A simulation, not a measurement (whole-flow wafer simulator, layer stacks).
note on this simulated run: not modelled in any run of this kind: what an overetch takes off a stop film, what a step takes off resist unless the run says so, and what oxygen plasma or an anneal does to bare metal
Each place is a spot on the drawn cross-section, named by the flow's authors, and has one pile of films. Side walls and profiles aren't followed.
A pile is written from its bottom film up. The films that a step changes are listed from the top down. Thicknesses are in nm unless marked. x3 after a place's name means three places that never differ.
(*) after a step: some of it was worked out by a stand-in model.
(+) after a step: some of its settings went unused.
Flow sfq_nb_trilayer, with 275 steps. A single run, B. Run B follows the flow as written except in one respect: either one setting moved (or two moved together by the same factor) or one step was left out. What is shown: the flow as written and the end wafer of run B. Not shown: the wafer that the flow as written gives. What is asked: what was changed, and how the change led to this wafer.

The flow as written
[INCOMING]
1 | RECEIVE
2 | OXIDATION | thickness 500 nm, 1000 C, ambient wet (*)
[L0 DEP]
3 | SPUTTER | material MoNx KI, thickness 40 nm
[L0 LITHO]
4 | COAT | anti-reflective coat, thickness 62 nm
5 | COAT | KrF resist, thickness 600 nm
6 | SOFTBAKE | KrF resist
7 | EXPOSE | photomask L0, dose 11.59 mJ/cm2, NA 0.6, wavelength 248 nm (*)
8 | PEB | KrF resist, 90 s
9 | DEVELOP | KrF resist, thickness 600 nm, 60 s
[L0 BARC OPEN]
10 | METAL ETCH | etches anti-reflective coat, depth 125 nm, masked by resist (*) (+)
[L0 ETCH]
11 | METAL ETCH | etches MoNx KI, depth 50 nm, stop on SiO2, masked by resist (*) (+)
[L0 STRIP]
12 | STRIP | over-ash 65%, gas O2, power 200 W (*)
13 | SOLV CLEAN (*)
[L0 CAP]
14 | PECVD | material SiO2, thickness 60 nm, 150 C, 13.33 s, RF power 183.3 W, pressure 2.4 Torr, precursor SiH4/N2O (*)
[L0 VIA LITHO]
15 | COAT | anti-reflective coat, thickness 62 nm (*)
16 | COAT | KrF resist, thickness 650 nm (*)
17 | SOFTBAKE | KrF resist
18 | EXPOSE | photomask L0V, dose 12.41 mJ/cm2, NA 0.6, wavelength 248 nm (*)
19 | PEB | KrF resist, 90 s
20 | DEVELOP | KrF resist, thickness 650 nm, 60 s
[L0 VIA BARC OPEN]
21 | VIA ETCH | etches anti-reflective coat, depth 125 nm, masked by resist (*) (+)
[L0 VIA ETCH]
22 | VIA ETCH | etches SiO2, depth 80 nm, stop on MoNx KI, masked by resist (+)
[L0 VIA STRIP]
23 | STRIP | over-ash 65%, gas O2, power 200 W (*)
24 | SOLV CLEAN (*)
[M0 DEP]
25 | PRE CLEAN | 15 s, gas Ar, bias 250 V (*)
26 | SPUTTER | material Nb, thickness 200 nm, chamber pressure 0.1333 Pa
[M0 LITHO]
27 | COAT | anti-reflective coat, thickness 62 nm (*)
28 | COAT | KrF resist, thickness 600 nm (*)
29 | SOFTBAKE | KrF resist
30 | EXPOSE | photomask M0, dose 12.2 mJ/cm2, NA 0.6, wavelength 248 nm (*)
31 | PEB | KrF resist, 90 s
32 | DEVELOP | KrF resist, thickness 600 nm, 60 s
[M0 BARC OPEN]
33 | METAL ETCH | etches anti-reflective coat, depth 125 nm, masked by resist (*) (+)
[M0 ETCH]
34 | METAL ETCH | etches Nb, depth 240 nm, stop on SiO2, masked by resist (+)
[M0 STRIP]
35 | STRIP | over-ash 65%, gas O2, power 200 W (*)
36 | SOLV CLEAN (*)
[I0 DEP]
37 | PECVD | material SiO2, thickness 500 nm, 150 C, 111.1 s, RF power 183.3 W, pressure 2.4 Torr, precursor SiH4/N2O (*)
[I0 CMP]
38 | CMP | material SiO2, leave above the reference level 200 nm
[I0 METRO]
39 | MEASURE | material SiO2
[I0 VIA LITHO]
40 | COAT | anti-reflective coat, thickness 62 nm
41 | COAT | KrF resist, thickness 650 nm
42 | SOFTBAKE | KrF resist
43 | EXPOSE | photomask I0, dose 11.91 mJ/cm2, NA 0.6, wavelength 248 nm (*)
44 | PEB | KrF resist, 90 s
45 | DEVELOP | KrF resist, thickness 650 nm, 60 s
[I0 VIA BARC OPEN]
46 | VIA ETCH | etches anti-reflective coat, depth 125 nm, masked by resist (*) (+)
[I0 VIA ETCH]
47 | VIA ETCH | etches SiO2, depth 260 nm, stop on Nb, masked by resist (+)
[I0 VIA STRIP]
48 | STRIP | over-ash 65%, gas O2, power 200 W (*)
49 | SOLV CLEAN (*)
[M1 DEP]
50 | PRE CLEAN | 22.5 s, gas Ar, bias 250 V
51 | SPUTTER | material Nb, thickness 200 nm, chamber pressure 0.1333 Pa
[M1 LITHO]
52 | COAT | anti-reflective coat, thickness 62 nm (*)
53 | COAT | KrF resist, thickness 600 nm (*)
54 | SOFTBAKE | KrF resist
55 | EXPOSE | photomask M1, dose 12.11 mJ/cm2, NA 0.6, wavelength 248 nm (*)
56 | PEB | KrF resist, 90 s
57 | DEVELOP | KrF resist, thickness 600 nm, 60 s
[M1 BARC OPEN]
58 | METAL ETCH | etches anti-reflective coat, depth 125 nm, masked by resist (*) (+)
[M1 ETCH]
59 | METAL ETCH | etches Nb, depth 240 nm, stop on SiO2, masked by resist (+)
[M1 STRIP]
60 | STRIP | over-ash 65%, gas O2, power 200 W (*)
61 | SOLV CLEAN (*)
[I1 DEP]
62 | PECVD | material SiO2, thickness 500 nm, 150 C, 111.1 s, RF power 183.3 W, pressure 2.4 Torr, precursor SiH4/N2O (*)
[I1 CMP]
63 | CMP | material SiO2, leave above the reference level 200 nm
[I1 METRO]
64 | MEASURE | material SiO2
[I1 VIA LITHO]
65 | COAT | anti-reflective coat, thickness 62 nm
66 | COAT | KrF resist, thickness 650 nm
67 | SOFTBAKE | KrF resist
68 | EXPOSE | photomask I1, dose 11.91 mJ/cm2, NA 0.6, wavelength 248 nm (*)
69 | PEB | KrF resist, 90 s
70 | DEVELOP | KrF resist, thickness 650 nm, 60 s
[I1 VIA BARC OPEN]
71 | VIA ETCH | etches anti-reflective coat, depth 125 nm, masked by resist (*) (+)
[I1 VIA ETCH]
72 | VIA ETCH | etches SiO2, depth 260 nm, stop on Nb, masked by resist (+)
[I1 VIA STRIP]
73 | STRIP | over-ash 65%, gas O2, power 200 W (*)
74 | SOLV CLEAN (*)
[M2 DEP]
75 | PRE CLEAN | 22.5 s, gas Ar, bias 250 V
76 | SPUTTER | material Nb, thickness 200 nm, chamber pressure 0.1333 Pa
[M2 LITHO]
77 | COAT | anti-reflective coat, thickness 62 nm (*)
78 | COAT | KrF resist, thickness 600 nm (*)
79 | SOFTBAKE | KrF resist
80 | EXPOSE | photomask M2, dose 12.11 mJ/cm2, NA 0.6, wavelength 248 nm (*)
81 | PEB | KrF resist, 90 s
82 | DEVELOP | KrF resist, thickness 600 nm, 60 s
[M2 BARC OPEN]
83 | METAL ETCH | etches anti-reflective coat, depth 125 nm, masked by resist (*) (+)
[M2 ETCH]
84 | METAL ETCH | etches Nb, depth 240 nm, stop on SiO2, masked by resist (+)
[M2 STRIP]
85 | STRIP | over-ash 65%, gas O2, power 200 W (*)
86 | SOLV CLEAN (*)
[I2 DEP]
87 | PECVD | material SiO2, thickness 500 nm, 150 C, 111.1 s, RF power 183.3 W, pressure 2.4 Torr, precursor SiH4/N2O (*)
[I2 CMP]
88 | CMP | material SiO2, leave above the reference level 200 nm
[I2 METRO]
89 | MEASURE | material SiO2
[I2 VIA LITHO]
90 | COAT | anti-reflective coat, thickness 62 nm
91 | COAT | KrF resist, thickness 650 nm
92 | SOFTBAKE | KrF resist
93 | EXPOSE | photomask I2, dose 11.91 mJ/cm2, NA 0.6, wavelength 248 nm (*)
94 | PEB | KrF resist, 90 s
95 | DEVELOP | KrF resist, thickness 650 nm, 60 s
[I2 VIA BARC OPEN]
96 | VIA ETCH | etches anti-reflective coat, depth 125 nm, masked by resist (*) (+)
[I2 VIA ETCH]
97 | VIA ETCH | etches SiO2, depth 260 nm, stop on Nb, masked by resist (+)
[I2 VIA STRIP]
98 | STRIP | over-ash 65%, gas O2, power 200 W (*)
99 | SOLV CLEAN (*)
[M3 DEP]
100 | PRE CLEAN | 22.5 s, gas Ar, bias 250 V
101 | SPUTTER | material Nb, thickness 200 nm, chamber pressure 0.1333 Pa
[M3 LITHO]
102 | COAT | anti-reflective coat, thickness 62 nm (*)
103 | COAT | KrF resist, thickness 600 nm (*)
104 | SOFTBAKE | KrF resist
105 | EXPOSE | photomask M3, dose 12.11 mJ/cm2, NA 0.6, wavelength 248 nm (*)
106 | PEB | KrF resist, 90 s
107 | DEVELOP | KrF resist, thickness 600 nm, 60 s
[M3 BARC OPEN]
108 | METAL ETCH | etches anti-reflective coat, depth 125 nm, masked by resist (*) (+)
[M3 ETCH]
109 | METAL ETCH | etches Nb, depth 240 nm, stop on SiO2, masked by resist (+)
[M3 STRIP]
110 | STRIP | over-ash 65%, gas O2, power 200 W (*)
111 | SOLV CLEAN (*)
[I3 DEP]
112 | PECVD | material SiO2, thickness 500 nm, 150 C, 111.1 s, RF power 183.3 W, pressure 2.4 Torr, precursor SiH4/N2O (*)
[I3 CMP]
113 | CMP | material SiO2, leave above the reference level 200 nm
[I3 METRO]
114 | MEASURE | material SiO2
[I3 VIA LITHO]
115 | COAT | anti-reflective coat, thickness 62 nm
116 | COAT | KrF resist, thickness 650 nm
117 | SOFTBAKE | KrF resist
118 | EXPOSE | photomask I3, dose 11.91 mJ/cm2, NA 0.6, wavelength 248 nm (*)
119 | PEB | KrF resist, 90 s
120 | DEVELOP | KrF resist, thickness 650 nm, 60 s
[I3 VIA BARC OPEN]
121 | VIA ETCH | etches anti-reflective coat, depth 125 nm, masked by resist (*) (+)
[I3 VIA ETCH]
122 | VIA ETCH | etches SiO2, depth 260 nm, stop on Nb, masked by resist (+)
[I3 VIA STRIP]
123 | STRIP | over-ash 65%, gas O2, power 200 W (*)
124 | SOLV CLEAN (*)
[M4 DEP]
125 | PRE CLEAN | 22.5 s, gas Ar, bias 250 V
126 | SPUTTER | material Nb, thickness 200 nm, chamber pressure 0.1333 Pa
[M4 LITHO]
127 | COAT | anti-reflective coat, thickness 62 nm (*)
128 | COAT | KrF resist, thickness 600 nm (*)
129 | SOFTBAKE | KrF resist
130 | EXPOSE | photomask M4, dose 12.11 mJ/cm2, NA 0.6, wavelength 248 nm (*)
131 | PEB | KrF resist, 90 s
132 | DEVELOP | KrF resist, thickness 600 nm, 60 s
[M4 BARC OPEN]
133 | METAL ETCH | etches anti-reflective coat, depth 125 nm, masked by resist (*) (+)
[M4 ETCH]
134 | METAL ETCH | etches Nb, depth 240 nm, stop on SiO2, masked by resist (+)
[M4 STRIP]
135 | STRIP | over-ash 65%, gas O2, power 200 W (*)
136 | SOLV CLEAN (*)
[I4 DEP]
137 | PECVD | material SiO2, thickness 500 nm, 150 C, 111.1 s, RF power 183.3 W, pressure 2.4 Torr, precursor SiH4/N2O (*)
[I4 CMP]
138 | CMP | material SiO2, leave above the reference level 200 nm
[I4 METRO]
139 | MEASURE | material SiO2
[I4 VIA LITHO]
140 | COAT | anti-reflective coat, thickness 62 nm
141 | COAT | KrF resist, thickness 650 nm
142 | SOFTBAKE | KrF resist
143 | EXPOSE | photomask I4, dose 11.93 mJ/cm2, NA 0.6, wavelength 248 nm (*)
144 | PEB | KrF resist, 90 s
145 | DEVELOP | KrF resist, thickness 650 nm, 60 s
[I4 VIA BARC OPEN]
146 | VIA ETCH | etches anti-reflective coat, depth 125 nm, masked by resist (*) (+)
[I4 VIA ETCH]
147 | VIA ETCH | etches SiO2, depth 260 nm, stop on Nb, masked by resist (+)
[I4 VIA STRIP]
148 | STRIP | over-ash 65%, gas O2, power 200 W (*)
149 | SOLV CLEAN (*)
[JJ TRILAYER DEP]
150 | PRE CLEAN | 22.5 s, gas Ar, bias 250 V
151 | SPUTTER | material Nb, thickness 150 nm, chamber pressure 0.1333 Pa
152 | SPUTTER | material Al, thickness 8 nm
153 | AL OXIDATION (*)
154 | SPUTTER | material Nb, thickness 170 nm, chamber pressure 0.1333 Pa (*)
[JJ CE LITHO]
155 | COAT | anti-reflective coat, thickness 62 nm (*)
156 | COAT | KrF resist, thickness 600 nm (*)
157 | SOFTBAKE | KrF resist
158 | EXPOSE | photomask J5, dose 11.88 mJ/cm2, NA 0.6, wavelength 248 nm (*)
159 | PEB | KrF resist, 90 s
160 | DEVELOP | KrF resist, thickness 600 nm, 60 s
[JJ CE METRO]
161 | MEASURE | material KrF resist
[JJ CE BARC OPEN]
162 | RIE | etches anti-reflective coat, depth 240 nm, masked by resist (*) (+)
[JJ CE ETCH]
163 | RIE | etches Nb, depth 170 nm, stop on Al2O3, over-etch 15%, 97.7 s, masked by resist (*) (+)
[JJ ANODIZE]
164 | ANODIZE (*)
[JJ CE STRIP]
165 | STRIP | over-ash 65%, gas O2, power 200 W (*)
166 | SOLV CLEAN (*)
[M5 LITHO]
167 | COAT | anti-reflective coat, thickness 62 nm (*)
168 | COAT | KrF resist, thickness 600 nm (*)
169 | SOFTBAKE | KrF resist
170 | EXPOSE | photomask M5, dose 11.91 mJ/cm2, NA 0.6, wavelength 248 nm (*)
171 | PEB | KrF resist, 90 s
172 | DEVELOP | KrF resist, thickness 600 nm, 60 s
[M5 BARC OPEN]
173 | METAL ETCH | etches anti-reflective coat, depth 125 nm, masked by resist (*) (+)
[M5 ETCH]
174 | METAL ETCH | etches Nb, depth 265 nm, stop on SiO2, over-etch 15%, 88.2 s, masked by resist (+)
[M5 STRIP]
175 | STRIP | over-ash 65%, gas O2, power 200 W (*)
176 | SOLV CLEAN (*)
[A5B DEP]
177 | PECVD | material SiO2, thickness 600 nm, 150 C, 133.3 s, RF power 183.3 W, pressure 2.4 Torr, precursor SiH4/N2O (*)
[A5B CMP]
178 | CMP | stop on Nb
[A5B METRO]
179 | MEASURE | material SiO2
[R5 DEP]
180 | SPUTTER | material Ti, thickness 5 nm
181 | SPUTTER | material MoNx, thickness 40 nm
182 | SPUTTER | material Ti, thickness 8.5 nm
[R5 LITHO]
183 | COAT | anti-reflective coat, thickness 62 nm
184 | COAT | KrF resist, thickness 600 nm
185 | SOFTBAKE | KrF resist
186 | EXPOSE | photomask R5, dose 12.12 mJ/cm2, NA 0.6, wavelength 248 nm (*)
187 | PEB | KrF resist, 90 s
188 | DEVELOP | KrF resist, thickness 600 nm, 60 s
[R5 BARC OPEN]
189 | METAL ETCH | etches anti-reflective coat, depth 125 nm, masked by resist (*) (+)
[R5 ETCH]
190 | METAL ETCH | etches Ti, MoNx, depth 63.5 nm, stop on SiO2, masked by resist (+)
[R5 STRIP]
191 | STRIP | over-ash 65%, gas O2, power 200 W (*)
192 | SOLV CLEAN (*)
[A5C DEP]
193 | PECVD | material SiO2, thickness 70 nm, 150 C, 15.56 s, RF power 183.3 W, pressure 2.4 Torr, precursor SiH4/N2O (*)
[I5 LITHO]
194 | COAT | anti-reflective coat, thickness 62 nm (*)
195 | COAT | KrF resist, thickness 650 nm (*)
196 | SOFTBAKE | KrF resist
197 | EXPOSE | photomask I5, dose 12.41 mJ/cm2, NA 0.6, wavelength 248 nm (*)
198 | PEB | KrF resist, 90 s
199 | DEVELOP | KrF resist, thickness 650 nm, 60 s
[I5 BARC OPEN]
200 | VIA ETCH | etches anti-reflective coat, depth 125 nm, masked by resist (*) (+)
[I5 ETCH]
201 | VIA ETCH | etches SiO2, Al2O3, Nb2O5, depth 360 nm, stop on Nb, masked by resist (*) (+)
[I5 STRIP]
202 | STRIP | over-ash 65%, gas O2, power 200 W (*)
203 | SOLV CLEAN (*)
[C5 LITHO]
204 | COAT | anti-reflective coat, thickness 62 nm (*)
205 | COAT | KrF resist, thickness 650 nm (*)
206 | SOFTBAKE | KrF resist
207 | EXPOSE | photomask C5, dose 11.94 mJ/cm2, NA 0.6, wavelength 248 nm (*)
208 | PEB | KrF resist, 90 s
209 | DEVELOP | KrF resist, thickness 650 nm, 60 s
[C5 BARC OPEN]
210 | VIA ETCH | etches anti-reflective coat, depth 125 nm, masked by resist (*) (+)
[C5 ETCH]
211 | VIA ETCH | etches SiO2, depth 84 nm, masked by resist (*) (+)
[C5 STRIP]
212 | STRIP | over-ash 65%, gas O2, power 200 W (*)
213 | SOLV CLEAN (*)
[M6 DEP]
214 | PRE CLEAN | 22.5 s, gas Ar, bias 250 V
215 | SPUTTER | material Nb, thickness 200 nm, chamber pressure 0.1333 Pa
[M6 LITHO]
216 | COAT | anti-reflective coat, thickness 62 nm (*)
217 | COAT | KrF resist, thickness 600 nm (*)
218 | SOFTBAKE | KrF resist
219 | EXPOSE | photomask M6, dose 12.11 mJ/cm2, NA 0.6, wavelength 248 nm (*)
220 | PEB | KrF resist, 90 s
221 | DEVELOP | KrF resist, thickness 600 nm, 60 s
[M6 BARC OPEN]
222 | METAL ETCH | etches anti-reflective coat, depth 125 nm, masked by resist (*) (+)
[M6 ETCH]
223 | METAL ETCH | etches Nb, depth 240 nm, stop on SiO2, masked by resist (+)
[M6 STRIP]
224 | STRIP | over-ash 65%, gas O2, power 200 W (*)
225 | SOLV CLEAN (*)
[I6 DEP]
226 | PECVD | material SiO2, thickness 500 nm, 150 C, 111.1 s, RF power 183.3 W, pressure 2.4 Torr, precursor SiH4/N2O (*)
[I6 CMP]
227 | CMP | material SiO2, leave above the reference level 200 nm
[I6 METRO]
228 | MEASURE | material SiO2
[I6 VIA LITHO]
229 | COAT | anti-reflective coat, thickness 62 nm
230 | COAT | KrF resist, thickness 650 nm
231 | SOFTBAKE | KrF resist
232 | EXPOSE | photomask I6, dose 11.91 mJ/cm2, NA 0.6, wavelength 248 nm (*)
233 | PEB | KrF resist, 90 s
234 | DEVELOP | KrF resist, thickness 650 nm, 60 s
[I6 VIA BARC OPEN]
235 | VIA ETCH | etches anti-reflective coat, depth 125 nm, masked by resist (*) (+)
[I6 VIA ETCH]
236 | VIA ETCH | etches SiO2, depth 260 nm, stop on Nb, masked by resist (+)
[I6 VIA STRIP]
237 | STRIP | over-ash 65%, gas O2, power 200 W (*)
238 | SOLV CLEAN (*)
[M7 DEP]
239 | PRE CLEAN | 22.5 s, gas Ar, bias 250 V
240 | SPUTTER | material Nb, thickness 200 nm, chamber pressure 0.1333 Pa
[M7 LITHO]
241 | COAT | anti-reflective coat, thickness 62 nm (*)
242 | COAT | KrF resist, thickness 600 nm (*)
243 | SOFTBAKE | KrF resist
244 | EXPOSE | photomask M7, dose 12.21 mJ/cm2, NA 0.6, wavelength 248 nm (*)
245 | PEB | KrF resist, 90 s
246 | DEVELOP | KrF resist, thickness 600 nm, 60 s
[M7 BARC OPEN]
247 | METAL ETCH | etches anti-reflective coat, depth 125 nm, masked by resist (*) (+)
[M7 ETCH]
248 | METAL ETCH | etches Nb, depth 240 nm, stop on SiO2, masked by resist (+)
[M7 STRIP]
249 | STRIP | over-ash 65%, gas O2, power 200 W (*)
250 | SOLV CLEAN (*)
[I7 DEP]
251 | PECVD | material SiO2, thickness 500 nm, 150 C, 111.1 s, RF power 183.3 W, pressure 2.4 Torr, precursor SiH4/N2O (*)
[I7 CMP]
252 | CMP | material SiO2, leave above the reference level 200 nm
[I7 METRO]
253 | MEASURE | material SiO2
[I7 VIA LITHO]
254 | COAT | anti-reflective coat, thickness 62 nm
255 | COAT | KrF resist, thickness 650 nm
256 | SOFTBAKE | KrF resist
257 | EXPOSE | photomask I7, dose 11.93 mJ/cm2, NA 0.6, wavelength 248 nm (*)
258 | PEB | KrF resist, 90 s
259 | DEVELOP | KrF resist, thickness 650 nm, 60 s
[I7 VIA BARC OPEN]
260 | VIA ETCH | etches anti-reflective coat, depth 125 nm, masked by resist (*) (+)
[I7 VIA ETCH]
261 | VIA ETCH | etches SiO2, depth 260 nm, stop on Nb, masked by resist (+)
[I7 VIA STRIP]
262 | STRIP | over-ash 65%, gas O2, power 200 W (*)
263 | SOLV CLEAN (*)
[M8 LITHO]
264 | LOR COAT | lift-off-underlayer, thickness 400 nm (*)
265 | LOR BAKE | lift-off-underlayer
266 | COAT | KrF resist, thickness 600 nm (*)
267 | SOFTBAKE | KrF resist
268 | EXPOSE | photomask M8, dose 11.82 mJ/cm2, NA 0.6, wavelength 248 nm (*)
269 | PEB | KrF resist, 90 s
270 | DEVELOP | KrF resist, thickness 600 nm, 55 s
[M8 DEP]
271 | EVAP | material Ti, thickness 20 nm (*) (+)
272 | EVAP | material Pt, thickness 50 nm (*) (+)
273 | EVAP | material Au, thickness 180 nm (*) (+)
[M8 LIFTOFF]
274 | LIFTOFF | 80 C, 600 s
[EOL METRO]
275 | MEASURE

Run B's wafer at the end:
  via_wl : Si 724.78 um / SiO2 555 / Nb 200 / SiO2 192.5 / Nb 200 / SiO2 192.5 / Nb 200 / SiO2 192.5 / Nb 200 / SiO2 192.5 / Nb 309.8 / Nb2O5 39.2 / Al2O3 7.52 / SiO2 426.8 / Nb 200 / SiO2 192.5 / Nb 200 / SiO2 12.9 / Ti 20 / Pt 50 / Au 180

The reason: step 261, VIA ETCH: depth 186.9 nm was run, though the flow has depth 260 nm.

How this came from the change, step by step:
  261 | VIA ETCH | etches SiO2, depth 260 nm, stop on Nb, masked by resist (+)
      via_wl, via_w, via_wr: -186.9 SiO2 (it would be, as written: -199.8 SiO2 (all of it))
      field_l, v_sur, via_sp and 100 more: -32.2 KrF resist (it would be, as written: -44.8 KrF resist)
  262 | STRIP | over-ash 65%, gas O2, power 200 W (*)
      field_l, v_sur, via_sp and 100 more: -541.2 KrF resist (all of it), -62 anti-reflective coat (all of it) (it would be, as written: -528.6 KrF resist (all of it), -62 anti-reflective coat (all of it))
Taking metal films that touch as one body, via_wl has 8 bodies (between them, from the top down: SiO2 12.9; SiO2 192.5; SiO2 426.8 / Al2O3 7.52 / Nb2O5 39.2; SiO2 192.5; SiO2 192.5; SiO2 192.5; SiO2 192.5); the flow as written gives 7 bodies (between them, from the top down: SiO2 192.5; SiO2 426.8 / Al2O3 7.52 / Nb2O5 39.2; SiO2 192.5; SiO2 192.5; SiO2 192.5; SiO2 192.5).
